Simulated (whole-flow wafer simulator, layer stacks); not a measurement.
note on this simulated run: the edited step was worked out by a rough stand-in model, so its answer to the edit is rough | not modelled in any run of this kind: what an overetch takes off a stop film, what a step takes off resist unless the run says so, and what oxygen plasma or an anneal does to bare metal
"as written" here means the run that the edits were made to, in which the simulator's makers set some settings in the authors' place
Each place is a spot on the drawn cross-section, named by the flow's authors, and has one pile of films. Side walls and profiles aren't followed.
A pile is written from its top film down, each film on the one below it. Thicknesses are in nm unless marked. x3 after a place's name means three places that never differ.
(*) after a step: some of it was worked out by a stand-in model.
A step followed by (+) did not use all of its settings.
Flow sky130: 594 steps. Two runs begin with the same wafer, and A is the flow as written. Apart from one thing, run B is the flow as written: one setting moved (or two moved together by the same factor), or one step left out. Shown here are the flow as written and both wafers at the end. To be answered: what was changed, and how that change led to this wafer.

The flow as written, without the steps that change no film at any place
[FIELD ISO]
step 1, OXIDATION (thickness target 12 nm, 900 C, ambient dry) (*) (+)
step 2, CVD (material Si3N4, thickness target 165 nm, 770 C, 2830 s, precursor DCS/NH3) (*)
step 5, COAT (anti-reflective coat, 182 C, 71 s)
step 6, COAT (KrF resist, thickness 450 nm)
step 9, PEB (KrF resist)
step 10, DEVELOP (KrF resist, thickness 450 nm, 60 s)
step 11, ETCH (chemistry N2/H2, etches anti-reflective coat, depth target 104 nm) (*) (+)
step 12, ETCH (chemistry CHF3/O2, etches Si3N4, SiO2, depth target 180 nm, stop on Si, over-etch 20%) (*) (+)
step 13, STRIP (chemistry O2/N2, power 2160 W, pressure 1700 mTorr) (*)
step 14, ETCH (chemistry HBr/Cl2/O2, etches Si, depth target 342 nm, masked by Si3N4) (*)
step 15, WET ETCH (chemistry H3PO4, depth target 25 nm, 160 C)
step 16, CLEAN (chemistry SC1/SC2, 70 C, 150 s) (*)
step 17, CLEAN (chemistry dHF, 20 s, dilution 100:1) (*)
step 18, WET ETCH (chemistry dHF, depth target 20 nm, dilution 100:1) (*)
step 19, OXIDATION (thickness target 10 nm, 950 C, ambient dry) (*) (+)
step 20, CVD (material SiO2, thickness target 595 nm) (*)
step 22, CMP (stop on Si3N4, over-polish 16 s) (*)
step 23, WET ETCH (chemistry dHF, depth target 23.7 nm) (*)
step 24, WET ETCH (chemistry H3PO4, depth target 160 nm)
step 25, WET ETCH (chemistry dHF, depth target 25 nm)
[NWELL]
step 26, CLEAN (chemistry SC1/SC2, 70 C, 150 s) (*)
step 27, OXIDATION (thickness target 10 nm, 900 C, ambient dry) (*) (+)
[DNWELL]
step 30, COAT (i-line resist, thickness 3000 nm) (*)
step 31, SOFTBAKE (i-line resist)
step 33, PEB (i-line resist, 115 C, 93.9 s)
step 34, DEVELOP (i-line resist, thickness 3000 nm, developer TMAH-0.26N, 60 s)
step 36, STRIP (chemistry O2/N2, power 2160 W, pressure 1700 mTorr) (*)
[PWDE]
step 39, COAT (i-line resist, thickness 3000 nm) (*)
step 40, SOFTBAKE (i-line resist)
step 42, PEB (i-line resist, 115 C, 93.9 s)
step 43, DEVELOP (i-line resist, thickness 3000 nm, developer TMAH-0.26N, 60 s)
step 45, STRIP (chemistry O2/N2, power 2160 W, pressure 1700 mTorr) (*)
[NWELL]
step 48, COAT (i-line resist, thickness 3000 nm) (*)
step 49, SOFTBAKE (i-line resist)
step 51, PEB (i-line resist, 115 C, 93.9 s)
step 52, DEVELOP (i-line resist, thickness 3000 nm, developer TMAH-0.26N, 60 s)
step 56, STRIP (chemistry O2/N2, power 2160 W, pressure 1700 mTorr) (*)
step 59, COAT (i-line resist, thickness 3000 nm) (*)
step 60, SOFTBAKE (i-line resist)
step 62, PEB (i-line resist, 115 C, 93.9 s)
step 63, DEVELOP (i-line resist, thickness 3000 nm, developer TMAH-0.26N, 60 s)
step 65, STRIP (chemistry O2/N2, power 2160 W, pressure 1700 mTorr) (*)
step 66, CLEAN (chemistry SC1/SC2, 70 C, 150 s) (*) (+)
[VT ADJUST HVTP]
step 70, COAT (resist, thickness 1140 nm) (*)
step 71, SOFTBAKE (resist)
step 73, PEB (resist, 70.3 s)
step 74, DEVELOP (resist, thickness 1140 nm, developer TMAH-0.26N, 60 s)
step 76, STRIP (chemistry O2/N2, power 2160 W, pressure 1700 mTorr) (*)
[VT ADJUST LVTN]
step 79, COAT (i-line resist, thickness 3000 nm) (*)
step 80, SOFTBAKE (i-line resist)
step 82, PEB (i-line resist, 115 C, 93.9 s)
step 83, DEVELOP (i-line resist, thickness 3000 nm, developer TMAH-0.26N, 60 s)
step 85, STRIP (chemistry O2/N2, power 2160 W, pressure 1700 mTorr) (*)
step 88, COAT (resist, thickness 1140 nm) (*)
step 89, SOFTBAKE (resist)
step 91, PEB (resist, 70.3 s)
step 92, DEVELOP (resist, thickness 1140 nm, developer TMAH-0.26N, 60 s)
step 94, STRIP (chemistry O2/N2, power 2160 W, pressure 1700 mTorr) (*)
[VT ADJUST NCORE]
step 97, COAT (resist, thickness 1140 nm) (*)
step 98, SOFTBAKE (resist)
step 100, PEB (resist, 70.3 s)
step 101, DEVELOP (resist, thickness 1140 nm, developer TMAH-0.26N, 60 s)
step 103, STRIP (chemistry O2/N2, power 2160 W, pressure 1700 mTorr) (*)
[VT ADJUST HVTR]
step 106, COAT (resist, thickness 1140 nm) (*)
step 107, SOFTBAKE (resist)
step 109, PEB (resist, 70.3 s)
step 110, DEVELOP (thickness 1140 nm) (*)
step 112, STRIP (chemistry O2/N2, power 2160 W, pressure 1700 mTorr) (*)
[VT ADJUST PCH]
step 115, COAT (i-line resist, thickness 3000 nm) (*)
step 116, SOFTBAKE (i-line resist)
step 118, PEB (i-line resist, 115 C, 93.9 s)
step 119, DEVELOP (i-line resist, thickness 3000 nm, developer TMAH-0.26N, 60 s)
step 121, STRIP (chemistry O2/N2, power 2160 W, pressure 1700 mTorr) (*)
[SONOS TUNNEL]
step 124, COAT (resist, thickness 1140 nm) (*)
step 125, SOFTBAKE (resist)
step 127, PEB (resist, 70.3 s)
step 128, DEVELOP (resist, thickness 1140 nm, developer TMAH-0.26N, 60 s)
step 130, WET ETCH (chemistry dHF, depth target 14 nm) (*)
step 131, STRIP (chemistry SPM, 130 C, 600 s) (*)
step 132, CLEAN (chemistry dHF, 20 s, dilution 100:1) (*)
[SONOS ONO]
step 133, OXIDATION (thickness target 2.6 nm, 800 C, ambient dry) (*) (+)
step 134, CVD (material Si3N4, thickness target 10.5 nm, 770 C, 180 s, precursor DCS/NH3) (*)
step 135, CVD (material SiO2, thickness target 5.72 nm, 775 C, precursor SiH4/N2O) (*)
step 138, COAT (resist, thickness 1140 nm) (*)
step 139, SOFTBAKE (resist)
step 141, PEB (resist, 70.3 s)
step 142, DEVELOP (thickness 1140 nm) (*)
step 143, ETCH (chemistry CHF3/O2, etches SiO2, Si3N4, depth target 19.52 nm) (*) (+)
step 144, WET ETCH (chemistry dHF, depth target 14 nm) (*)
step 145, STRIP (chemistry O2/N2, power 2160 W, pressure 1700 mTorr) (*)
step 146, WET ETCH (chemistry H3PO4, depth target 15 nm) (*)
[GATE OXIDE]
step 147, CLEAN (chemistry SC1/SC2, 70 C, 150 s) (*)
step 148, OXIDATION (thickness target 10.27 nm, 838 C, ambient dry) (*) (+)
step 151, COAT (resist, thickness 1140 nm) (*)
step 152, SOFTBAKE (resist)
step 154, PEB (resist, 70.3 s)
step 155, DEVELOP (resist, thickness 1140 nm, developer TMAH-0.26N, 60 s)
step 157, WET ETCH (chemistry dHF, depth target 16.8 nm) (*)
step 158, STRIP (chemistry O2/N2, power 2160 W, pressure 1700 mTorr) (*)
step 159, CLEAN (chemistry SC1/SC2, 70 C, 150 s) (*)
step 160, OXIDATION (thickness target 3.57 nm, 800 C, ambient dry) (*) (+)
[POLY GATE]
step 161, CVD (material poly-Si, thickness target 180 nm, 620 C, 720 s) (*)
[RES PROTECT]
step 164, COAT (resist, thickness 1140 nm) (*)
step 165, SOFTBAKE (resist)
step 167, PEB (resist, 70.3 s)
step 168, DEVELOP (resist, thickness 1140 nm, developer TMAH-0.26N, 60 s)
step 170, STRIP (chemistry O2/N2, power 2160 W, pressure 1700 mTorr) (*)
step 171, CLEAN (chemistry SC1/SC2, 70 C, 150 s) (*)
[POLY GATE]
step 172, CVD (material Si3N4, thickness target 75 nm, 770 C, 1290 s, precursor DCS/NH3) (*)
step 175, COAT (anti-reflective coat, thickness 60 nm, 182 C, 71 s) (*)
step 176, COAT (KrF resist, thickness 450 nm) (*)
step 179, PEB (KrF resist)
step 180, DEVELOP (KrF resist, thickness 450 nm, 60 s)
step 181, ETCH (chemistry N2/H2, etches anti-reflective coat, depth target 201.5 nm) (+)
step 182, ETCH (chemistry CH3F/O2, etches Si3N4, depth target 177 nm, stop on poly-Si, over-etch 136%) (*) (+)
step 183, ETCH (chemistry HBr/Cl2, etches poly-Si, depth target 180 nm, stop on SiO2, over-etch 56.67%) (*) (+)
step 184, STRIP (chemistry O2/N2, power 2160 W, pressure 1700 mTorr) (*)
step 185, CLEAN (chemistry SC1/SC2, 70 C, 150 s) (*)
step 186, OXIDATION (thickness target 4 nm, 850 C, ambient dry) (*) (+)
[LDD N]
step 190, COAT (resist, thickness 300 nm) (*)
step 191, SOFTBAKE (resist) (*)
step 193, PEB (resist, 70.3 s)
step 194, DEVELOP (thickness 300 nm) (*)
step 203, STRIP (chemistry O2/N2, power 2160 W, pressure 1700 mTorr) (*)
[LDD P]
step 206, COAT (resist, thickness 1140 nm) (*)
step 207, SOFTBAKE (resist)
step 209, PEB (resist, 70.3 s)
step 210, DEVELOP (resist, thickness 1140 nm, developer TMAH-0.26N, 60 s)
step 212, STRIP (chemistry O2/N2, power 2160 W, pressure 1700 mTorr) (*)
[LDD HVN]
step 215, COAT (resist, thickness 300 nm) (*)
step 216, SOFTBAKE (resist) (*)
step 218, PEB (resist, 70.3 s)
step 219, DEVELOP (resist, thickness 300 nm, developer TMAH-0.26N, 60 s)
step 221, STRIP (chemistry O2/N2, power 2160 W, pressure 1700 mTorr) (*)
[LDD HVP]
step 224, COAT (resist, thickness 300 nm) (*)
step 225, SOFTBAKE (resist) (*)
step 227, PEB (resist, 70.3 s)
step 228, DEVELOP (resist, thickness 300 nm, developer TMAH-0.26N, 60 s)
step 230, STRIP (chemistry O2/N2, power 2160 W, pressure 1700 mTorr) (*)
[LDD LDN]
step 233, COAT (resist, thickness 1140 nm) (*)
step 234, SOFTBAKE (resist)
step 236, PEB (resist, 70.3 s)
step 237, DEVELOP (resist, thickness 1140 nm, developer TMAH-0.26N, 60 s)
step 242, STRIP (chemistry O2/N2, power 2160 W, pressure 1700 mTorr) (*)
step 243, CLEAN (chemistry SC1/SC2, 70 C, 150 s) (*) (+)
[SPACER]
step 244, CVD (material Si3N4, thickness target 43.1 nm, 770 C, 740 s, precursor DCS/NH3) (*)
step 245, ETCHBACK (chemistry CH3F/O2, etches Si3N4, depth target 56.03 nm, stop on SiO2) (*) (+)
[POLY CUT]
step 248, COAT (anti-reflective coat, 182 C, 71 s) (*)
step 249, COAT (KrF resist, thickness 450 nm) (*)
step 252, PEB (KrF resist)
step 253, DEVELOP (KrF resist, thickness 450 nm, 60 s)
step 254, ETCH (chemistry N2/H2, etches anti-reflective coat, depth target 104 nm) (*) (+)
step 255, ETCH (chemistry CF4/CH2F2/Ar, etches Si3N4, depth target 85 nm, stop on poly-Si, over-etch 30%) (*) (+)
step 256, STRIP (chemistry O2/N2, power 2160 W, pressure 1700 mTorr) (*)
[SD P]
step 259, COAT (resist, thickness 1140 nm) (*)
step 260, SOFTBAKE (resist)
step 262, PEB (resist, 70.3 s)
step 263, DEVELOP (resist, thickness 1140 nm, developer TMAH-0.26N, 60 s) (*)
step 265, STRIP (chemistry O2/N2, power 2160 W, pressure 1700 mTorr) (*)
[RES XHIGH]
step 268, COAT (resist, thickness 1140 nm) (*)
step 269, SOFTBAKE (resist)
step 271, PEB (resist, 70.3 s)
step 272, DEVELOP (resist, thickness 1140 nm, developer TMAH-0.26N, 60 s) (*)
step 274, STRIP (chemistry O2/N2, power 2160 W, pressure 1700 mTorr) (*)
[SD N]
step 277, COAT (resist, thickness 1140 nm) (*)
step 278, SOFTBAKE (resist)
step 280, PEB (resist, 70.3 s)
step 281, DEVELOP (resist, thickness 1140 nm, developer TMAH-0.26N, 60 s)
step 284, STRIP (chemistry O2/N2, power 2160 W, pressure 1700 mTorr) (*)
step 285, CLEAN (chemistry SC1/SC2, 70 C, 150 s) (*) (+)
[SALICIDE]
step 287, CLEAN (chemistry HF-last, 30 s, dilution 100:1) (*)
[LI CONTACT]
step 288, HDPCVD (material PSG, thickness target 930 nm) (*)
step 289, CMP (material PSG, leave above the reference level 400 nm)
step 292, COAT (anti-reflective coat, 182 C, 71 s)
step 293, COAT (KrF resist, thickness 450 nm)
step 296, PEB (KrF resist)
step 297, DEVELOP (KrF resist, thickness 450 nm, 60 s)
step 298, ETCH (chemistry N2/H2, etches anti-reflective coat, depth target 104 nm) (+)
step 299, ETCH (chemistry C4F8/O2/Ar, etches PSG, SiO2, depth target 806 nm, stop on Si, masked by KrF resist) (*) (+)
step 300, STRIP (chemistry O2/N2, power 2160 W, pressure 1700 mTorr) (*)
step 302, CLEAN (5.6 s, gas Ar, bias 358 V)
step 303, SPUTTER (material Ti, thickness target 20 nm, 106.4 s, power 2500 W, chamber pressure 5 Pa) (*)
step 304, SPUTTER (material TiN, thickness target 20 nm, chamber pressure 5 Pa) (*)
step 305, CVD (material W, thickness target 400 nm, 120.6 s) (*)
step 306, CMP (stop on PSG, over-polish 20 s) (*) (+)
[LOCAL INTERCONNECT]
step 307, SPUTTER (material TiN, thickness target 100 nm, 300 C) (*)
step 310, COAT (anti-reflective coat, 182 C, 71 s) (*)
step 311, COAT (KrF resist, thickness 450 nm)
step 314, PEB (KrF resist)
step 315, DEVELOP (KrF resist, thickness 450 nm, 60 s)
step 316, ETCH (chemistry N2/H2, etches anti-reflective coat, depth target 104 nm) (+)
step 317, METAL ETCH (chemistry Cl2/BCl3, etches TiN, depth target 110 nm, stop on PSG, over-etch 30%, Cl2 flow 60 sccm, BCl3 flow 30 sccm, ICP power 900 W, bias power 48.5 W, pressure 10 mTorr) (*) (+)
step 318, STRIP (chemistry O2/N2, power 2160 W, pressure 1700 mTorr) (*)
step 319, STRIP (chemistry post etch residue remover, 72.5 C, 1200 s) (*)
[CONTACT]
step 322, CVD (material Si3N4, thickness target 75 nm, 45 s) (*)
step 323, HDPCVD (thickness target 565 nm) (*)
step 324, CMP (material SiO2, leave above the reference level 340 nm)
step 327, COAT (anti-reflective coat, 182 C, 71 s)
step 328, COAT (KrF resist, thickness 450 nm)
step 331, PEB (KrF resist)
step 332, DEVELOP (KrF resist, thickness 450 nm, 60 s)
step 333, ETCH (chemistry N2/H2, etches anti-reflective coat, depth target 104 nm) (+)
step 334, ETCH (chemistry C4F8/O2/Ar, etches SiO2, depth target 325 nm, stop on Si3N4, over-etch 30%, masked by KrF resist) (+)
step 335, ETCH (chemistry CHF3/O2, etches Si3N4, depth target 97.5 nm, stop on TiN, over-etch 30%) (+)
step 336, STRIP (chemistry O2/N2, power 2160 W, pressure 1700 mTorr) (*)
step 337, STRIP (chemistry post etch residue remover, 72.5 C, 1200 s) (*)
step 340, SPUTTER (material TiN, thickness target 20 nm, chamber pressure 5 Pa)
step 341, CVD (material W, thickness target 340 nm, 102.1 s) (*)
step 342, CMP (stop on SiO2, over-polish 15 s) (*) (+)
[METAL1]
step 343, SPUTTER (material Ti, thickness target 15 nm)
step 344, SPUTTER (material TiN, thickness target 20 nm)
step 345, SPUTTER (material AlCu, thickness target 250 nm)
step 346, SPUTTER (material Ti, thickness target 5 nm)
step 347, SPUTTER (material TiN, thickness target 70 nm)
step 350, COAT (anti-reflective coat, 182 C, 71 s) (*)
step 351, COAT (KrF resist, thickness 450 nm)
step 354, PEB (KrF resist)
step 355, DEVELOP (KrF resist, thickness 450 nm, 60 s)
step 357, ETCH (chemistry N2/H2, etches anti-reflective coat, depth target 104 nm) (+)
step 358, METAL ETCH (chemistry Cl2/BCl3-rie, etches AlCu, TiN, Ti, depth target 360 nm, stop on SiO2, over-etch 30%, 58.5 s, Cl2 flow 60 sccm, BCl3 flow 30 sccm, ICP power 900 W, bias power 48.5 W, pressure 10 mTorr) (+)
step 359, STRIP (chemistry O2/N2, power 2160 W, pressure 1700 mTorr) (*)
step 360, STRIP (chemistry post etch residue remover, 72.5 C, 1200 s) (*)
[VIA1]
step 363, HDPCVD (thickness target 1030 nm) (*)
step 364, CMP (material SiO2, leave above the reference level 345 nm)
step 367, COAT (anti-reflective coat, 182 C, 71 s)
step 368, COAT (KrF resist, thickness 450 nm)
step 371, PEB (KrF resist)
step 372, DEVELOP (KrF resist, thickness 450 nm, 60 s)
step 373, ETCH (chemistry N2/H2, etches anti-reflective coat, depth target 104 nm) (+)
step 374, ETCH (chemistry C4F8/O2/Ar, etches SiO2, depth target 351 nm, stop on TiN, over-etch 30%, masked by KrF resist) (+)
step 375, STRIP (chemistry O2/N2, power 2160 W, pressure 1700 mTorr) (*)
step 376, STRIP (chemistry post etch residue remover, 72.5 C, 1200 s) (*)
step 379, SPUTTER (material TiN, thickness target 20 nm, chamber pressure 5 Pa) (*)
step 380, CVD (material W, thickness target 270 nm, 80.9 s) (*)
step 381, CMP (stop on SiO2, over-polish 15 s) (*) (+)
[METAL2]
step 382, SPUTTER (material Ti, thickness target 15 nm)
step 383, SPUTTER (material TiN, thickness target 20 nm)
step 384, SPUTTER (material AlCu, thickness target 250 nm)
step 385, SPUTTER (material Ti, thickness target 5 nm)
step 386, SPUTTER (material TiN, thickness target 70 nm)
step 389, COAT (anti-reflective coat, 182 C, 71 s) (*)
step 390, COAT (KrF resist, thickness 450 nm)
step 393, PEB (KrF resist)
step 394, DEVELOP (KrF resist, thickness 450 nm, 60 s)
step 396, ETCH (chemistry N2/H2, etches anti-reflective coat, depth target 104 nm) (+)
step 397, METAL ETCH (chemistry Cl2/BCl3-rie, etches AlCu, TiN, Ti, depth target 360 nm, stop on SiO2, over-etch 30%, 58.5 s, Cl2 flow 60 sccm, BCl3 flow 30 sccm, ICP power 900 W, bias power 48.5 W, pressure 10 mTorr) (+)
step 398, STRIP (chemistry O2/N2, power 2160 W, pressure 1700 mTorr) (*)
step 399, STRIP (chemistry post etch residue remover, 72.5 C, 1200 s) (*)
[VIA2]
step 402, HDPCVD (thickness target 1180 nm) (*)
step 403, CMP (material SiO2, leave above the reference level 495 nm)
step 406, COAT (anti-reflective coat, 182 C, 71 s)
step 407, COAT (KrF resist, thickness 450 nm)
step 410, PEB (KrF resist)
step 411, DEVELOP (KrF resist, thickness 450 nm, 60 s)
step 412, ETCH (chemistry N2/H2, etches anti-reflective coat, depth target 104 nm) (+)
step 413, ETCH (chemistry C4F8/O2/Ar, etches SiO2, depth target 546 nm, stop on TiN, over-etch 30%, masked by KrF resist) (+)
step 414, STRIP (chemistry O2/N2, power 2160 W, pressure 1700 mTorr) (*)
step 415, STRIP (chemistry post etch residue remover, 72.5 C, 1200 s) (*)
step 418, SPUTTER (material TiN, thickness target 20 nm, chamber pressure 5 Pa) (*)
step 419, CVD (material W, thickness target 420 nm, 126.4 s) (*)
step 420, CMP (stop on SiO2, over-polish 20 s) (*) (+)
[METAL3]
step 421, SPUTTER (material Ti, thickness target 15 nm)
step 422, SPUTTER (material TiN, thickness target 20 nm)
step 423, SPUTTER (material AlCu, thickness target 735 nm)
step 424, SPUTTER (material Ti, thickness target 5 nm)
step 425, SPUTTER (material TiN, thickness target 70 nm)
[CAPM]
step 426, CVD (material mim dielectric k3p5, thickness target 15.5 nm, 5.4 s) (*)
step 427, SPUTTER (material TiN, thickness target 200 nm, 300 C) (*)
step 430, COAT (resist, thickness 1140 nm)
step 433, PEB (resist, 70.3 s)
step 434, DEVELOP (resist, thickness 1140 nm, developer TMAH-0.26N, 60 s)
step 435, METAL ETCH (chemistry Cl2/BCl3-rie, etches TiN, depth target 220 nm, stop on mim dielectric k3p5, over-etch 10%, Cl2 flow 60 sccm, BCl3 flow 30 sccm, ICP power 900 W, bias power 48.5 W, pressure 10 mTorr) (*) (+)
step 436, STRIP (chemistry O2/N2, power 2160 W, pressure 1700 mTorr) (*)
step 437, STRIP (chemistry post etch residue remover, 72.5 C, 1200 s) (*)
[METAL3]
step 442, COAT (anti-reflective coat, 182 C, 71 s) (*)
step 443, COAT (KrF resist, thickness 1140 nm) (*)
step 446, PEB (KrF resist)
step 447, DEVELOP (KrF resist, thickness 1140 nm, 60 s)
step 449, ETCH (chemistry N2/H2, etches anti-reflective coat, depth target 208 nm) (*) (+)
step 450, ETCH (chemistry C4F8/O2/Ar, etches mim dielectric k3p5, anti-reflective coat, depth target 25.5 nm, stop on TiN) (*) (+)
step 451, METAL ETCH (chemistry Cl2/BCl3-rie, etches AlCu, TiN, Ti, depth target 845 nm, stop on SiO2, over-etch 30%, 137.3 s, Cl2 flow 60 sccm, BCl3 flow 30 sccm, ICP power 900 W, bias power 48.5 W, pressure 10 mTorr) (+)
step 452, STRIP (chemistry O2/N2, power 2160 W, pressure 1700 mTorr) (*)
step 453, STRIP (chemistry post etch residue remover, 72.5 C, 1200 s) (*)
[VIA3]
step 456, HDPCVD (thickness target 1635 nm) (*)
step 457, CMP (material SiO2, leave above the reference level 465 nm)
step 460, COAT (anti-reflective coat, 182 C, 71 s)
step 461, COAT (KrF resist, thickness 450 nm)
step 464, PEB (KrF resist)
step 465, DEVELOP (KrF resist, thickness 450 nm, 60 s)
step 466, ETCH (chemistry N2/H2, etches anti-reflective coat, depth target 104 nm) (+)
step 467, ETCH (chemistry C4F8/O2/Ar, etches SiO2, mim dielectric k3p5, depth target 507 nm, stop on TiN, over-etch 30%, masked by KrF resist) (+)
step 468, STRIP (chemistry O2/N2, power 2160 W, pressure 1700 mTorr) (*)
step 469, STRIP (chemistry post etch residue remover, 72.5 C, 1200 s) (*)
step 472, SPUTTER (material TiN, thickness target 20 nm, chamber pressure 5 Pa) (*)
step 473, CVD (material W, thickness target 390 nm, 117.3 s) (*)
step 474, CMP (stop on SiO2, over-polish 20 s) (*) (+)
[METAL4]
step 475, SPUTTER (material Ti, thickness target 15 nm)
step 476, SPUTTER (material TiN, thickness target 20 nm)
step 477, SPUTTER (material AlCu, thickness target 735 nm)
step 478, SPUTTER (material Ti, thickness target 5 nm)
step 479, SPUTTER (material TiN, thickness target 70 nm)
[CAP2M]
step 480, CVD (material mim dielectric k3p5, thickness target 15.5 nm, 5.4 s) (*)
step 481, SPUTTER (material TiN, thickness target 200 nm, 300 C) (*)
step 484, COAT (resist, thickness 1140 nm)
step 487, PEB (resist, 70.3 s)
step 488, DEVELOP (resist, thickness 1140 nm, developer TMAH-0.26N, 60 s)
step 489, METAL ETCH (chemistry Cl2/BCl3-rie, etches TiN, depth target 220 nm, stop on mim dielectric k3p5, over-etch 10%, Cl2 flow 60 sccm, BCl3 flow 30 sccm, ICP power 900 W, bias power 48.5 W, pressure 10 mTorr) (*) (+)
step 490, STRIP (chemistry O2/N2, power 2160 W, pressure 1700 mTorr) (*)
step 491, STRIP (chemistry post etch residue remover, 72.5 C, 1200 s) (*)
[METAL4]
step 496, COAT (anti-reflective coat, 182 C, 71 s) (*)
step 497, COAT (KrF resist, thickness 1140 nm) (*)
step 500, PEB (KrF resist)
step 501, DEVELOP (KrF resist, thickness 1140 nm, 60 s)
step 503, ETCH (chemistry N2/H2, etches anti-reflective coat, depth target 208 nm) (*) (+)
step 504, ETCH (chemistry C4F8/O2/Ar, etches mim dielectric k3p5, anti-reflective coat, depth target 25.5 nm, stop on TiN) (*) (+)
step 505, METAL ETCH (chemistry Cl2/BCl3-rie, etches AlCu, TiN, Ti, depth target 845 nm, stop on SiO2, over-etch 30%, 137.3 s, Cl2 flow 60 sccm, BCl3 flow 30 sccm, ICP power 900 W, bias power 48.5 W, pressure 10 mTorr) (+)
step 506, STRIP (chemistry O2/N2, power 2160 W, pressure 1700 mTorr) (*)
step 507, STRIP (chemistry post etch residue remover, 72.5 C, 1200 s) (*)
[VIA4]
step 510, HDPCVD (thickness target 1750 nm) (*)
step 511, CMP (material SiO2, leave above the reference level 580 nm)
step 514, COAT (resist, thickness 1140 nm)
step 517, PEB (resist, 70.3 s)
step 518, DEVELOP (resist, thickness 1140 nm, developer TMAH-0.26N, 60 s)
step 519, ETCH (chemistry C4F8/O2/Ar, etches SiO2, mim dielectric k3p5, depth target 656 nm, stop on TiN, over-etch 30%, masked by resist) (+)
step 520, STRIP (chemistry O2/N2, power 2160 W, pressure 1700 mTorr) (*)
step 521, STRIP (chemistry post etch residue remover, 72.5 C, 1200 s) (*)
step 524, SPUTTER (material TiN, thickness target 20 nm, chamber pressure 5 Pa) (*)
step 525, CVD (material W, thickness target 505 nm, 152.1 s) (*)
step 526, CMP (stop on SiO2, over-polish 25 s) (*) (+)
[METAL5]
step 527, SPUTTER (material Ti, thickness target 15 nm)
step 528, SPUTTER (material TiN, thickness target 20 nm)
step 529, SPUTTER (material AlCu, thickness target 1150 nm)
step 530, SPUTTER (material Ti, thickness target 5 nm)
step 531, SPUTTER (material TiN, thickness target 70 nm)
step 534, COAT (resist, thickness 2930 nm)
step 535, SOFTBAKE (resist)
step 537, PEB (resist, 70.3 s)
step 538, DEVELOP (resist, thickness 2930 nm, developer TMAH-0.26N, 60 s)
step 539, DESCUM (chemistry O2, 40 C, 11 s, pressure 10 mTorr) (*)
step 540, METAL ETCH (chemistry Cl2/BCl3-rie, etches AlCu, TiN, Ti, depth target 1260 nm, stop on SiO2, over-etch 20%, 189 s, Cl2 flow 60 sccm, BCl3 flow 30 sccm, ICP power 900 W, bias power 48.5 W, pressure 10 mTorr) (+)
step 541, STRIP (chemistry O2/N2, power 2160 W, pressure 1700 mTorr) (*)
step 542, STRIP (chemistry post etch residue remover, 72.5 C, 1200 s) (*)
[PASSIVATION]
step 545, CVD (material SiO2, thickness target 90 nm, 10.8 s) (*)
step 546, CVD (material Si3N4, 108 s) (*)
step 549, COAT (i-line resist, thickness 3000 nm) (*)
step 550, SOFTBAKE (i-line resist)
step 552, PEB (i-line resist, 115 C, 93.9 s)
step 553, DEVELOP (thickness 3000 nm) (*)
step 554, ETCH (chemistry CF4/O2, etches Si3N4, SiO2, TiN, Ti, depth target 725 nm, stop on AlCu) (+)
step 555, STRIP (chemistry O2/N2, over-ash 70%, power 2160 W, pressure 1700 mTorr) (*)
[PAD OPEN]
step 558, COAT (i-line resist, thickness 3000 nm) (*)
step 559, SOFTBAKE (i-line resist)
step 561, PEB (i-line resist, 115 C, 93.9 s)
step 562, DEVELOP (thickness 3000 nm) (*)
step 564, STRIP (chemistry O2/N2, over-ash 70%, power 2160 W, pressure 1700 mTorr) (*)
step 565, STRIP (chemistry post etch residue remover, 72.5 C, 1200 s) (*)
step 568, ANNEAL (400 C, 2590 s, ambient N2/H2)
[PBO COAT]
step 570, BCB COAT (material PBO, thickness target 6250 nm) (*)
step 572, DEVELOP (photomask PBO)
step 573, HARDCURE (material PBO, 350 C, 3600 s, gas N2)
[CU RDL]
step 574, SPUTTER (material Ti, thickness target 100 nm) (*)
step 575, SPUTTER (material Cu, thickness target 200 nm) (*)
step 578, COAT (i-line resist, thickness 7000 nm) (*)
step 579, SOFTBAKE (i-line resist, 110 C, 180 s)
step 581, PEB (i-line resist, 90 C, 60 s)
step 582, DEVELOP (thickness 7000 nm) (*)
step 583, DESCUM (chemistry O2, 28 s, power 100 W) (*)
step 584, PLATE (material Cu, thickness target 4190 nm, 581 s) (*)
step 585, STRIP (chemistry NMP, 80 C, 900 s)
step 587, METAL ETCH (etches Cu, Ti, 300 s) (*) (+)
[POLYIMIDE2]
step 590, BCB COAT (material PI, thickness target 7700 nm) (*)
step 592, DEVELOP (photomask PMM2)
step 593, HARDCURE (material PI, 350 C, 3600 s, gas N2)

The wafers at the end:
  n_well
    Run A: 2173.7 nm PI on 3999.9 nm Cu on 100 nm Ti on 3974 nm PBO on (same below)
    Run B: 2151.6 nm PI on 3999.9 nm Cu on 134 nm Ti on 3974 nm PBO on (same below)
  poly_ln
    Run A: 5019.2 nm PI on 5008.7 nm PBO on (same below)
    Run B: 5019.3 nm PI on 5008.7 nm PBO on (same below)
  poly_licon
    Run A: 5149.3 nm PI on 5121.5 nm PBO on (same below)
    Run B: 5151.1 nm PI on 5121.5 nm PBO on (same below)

What caused this: step 574, SPUTTER: thickness target 134 nm was run, whereas the flow has thickness target 100 nm.
The wafer itself shows it: n_well has Ti 134, and step 574 as written asks for 100 nm.

The path from the change to this, step by step:
  step 574, SPUTTER (material Ti, thickness target 100 nm) (*)
      field, active, n_well and 190 more: A Ti gains 100 (new film) | B Ti gains 134 (new film)
  step 587, METAL ETCH (etches Cu, Ti, 300 s) (*) (+)
      field, active, gate and 167 more: A Cu loses 200 (all of it), Ti loses 100 (all of it) | B Cu loses 200 (all of it), Ti loses 134 (all of it)
  step 590, BCB COAT (material PI, thickness target 7700 nm) (*)
      de16_gate_nw: A PI gains 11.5 um (new film) | B PI gains 11.53 um (new film)
